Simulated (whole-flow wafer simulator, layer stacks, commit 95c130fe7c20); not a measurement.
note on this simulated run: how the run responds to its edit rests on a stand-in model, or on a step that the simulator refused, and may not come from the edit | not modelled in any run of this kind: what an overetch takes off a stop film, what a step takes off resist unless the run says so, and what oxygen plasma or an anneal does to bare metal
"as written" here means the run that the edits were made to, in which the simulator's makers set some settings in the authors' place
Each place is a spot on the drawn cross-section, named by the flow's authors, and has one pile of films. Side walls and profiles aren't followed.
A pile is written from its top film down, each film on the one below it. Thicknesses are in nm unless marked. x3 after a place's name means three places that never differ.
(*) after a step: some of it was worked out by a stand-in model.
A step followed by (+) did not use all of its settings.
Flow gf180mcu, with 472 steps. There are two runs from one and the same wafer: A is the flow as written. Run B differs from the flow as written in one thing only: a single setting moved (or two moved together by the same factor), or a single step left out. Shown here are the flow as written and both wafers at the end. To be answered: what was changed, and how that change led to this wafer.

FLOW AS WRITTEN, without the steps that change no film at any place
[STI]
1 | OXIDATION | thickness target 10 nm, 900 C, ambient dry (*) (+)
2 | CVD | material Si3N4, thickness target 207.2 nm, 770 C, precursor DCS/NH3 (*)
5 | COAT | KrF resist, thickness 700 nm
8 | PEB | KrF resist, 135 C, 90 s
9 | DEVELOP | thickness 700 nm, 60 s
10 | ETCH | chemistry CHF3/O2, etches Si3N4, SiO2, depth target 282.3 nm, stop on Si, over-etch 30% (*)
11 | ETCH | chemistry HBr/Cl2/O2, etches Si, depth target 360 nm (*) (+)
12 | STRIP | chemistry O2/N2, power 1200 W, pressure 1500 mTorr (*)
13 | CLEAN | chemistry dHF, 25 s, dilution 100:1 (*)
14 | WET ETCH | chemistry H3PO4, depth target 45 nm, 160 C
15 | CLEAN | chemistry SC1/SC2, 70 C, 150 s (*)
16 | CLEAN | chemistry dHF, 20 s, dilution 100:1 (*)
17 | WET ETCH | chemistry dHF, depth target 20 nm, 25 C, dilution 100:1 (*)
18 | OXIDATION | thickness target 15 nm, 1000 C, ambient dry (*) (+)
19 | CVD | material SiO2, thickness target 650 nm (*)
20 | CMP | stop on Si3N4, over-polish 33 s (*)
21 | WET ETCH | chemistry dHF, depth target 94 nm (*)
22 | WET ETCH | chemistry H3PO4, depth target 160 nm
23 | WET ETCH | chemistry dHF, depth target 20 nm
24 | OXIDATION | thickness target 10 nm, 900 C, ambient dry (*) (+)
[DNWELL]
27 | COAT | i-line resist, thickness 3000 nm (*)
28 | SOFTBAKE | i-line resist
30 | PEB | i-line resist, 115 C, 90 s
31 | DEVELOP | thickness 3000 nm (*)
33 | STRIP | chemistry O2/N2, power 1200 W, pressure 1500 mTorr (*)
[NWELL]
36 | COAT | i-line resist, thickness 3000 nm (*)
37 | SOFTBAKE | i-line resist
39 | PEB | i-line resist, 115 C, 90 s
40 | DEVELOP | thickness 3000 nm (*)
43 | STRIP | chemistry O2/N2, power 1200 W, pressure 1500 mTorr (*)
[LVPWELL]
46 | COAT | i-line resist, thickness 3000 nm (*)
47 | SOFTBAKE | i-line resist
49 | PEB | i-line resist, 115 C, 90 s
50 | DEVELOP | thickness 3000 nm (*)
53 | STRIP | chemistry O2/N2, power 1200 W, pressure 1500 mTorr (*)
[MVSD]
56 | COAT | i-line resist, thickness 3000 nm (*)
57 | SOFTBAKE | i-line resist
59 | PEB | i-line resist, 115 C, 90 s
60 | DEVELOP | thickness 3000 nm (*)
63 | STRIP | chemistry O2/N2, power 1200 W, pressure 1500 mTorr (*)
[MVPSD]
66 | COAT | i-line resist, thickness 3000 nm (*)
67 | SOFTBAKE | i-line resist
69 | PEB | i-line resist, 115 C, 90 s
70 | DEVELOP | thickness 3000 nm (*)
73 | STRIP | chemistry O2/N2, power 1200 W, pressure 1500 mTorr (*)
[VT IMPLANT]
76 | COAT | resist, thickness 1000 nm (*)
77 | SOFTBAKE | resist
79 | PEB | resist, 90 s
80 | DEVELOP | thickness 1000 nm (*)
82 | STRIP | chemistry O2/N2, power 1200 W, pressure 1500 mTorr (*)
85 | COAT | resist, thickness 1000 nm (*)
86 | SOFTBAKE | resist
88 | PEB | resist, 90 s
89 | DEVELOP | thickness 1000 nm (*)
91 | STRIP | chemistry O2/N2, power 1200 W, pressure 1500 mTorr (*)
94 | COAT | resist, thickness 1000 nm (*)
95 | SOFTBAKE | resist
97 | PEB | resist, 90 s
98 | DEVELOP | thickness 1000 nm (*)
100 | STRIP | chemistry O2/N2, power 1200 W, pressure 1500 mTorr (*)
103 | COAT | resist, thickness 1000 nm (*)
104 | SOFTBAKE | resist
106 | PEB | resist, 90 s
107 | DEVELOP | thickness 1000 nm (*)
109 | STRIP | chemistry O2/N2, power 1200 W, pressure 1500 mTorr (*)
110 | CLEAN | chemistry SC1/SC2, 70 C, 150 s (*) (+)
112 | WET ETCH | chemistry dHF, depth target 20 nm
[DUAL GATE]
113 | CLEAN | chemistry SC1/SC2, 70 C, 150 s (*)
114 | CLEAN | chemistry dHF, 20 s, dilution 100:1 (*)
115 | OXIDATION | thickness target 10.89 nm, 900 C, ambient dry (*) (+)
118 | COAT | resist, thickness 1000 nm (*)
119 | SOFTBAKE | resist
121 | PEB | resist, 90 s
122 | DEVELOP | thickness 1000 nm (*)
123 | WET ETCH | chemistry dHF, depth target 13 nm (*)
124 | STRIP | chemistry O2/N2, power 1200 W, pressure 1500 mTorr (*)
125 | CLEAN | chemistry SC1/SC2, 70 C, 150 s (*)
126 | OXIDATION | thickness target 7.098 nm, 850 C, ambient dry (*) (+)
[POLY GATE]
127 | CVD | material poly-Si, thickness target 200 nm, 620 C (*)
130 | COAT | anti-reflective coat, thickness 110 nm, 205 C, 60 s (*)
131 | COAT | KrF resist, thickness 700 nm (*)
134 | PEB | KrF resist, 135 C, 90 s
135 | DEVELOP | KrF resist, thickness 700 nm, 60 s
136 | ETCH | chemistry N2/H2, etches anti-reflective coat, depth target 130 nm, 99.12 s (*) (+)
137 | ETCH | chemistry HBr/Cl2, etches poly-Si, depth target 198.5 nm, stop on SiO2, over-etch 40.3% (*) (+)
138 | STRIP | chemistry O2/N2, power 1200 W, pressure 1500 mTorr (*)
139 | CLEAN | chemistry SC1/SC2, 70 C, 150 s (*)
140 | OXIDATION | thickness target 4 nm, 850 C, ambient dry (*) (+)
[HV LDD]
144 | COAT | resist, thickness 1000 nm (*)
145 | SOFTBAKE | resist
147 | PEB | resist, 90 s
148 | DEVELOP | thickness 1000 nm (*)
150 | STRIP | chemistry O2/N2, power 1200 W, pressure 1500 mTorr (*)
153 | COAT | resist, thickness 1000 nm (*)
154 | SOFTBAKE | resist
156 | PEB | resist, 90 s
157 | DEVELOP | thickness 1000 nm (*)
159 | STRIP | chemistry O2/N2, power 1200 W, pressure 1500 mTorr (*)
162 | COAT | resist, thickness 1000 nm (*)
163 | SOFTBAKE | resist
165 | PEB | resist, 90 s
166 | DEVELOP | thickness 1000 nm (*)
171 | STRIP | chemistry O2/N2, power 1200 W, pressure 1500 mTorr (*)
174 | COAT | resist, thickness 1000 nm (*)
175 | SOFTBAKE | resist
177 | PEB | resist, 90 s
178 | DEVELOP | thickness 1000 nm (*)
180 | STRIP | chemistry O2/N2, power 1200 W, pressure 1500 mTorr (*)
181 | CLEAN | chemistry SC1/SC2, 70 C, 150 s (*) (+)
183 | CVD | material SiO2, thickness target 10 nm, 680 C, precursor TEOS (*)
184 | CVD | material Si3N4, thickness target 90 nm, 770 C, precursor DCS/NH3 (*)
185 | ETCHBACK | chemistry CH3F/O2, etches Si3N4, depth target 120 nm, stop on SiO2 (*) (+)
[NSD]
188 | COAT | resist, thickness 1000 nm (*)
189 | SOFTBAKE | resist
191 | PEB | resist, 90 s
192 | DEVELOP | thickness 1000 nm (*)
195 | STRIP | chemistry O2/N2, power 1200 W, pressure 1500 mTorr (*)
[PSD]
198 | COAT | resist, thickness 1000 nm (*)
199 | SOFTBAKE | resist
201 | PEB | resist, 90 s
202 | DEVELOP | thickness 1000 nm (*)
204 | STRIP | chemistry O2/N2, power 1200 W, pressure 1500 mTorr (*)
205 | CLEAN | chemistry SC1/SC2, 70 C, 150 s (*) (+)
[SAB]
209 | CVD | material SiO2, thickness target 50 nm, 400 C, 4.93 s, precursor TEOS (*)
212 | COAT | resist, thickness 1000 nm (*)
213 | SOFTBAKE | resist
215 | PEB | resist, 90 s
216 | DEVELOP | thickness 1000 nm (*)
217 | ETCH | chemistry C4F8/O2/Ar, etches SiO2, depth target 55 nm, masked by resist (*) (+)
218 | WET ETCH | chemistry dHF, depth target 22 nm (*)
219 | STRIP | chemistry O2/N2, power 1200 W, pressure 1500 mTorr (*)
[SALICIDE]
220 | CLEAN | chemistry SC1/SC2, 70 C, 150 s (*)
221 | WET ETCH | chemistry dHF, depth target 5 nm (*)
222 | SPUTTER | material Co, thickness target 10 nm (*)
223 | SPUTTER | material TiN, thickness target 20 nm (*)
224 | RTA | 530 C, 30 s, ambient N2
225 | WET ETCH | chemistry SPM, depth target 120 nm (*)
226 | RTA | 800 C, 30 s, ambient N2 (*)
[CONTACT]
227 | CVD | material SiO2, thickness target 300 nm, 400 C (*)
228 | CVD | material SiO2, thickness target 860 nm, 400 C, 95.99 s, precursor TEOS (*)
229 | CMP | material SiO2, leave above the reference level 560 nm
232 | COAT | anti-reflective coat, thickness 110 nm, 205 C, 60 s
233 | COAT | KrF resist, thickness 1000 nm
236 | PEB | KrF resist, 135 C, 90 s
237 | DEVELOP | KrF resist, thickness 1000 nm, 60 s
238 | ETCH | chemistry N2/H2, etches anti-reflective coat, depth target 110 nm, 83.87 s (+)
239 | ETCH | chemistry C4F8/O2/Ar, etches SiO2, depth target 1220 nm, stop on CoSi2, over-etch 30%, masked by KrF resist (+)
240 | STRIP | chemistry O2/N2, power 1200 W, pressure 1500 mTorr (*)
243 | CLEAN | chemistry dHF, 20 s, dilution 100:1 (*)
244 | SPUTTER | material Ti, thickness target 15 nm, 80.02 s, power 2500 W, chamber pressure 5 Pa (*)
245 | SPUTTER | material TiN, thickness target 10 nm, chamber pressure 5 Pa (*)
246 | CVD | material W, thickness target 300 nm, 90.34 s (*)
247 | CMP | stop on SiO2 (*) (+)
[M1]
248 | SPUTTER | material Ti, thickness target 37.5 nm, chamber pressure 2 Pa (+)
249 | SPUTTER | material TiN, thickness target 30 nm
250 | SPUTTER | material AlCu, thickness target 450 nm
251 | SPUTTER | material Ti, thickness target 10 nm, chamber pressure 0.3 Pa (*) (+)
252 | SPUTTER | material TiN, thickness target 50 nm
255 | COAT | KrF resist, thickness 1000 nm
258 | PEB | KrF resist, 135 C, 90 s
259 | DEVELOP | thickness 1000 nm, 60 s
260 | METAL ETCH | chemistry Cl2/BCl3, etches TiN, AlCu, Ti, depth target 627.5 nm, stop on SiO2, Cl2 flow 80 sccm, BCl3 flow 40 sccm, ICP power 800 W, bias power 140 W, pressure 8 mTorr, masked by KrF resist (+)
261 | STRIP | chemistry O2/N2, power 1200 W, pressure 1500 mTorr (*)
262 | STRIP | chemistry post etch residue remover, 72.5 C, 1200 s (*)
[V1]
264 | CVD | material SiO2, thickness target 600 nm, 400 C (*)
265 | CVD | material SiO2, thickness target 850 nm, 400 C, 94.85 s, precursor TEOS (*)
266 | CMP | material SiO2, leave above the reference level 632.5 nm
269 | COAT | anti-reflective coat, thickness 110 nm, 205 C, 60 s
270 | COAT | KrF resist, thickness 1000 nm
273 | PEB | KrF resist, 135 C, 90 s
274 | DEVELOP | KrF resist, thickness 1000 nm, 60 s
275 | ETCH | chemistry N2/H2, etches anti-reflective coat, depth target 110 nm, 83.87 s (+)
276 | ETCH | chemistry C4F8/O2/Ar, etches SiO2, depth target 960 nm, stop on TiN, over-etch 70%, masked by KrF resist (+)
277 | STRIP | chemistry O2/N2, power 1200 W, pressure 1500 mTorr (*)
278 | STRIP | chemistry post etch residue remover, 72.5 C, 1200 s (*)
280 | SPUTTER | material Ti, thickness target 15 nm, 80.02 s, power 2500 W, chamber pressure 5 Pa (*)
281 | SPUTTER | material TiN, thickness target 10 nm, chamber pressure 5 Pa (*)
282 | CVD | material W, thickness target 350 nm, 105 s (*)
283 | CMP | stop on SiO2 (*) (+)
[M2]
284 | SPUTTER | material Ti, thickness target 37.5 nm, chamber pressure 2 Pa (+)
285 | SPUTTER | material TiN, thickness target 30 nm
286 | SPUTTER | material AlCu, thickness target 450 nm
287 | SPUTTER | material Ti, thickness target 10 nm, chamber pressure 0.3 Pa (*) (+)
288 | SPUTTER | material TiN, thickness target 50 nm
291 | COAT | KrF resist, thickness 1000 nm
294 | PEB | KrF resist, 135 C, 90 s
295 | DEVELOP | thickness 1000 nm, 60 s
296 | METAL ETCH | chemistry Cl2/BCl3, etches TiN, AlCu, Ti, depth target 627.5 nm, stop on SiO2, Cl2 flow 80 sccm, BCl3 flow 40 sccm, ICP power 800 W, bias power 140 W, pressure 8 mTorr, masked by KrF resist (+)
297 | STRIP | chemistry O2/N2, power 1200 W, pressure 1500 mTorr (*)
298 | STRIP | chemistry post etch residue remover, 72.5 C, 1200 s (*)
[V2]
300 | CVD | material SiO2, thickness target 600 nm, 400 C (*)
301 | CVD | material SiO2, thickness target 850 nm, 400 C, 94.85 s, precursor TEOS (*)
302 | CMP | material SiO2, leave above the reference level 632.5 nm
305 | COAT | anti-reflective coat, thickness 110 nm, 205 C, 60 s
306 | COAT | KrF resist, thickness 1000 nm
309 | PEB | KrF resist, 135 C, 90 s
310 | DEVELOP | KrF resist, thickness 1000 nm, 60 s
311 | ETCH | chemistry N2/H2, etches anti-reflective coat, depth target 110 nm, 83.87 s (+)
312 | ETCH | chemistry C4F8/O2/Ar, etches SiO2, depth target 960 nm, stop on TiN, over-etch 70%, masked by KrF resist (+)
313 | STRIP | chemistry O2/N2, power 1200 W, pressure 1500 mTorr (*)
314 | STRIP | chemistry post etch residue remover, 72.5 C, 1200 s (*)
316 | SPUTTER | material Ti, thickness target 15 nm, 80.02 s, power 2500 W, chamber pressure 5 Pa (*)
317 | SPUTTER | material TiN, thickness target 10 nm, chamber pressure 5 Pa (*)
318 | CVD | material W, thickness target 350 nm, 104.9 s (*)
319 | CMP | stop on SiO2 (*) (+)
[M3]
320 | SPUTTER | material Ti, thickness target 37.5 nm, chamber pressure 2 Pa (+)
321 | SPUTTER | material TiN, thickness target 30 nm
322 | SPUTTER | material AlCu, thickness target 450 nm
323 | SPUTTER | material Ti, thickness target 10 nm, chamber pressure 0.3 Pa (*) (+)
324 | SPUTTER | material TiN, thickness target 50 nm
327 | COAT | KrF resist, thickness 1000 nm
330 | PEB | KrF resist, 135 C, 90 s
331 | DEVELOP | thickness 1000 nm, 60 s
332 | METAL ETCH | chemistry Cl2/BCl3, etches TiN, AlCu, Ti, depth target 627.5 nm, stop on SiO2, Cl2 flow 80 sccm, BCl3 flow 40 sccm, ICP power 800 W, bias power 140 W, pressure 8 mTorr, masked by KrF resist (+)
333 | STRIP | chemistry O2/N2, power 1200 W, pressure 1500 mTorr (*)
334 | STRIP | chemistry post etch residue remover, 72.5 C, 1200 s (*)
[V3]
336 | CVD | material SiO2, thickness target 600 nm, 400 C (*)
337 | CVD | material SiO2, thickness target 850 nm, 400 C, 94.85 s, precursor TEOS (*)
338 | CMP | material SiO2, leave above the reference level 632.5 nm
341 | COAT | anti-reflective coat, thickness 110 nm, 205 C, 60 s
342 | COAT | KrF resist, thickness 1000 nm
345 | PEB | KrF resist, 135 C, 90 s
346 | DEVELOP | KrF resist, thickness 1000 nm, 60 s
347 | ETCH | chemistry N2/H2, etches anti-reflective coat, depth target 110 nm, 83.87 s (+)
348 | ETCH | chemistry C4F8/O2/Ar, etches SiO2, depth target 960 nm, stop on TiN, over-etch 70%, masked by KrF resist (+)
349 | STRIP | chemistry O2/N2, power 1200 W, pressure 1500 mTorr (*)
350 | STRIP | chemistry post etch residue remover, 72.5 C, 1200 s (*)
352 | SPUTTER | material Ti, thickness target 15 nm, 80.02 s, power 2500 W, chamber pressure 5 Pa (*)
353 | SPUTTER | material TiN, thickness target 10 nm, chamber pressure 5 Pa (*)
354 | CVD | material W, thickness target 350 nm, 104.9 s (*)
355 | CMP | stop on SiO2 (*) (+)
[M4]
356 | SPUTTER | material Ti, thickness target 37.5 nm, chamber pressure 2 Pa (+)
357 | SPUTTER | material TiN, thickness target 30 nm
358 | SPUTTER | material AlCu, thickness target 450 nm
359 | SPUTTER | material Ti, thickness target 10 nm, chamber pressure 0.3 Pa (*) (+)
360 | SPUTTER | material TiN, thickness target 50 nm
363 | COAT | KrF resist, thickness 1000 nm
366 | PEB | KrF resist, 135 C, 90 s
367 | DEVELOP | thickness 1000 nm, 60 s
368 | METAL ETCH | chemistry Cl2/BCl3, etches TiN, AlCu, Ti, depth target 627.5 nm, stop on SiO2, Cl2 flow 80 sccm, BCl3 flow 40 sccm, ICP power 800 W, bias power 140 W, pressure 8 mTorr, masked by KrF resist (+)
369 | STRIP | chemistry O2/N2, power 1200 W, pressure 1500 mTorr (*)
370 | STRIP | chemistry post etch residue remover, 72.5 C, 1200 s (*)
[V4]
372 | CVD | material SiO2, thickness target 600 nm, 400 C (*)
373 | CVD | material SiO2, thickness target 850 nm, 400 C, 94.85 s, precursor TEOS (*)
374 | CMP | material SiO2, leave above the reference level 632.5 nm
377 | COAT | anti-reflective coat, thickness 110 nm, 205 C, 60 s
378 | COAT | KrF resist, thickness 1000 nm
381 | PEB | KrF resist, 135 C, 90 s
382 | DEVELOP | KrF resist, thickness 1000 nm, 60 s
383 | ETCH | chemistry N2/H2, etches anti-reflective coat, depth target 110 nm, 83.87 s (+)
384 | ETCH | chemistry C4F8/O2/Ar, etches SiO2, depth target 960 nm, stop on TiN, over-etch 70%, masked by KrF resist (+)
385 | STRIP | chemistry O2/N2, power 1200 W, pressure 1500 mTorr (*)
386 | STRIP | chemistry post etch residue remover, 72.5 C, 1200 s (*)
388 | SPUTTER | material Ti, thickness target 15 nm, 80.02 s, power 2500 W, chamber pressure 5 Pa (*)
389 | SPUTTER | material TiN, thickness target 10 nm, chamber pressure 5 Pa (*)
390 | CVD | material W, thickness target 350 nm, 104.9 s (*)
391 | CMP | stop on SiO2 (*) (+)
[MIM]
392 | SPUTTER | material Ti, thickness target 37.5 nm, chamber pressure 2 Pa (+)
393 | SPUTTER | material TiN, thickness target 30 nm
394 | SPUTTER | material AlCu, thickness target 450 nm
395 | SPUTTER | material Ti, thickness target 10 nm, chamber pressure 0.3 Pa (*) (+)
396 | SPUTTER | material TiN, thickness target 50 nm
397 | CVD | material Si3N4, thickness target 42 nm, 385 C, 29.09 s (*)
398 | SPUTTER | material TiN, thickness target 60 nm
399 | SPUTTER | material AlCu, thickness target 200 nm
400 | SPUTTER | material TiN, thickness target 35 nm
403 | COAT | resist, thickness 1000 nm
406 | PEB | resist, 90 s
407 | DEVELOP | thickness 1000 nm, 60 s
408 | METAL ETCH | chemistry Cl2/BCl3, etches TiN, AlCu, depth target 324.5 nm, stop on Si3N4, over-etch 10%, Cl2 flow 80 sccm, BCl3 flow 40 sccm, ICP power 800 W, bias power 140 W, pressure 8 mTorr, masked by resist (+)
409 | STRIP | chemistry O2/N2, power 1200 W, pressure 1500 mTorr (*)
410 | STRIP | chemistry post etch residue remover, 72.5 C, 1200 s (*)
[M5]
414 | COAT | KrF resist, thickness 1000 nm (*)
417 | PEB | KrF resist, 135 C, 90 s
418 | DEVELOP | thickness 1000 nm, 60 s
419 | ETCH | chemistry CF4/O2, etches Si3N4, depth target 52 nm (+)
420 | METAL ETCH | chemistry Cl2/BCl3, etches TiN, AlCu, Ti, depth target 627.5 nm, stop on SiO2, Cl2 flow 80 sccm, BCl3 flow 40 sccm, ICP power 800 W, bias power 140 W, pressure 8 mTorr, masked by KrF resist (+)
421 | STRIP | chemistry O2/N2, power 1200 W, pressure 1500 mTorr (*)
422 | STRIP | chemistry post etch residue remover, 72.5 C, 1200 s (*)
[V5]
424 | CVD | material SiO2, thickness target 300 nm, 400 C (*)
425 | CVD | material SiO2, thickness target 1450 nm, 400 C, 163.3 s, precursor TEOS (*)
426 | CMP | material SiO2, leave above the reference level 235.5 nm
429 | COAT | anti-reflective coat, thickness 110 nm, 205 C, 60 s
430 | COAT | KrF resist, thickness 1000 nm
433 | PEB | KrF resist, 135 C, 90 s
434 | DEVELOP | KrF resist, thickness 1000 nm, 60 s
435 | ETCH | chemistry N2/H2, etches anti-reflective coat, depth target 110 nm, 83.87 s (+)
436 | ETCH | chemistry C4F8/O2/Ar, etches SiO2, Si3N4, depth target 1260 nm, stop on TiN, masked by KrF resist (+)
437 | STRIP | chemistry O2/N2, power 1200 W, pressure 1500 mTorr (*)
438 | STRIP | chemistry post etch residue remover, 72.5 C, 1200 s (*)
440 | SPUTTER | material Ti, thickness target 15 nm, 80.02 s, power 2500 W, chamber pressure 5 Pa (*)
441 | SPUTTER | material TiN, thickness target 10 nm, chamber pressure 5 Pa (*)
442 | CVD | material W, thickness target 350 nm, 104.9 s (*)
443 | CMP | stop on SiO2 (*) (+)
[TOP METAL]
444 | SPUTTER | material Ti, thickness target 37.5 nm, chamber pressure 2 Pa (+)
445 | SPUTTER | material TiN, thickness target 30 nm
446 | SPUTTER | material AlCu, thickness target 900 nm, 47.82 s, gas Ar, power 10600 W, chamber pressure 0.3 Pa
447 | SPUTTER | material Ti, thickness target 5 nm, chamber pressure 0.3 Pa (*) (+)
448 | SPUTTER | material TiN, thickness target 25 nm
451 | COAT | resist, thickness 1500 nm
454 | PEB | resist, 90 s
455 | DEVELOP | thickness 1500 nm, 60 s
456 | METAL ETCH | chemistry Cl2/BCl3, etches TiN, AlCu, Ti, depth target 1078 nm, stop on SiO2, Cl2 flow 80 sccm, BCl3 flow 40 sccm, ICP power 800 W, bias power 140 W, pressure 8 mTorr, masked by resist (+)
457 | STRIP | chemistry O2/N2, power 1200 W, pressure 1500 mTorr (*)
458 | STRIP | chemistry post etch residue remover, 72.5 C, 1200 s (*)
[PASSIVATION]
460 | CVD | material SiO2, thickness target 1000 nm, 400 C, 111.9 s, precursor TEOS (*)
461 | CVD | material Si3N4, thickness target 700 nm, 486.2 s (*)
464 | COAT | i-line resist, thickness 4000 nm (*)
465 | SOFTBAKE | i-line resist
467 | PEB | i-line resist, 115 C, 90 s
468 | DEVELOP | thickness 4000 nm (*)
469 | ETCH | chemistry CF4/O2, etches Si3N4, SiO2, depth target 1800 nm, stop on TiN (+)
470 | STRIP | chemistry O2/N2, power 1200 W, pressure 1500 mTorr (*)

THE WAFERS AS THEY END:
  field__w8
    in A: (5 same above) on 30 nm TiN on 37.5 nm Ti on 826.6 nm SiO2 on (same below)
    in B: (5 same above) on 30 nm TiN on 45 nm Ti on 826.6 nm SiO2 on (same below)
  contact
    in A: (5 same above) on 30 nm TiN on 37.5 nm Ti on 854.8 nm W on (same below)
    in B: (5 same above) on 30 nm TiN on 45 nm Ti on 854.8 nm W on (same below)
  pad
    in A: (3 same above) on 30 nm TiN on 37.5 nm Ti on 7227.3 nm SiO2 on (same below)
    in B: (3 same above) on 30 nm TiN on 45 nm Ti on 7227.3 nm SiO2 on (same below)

The reason: step 444, SPUTTER: thickness target 45 nm was run, whereas the flow has thickness target 37.5 nm.
The wafer lets one read it off: field__w8 has Ti 45, and step 444 as written asks for 37.5 nm.

Step by step, how the change led to this:
  444 | SPUTTER | material Ti, thickness target 37.5 nm, chamber pressure 2 Pa (+)
      field, field__w1, field__w2 and 109 more: A +37.5 Ti (new film) | B +45 Ti (new film)
  456 | METAL ETCH | chemistry Cl2/BCl3, etches TiN, AlCu, Ti, depth target 1078 nm, stop on SiO2, Cl2 flow 80 sccm, BCl3 flow 40 sccm, ICP power 800 W, bias power 140 W, pressure 8 mTorr, masked by resist (+)
      field, field__w1, field__w2 and 103 more: A -25 TiN (all of it), -5 Ti (all of it), -900 AlCu (all of it), -30 TiN (all of it), -37.5 Ti (all of it) | B -25 TiN (all of it), -5 Ti (all of it), -900 AlCu (all of it), -30 TiN (all of it), -45 Ti (all of it)
  465 | SOFTBAKE | i-line resist
      field__w11, field__w13: A +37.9 i-line resist | B +31.6 i-line resist
      field: A -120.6 i-line resist | B -109.8 i-line resist
      (as well as at 57 more places)
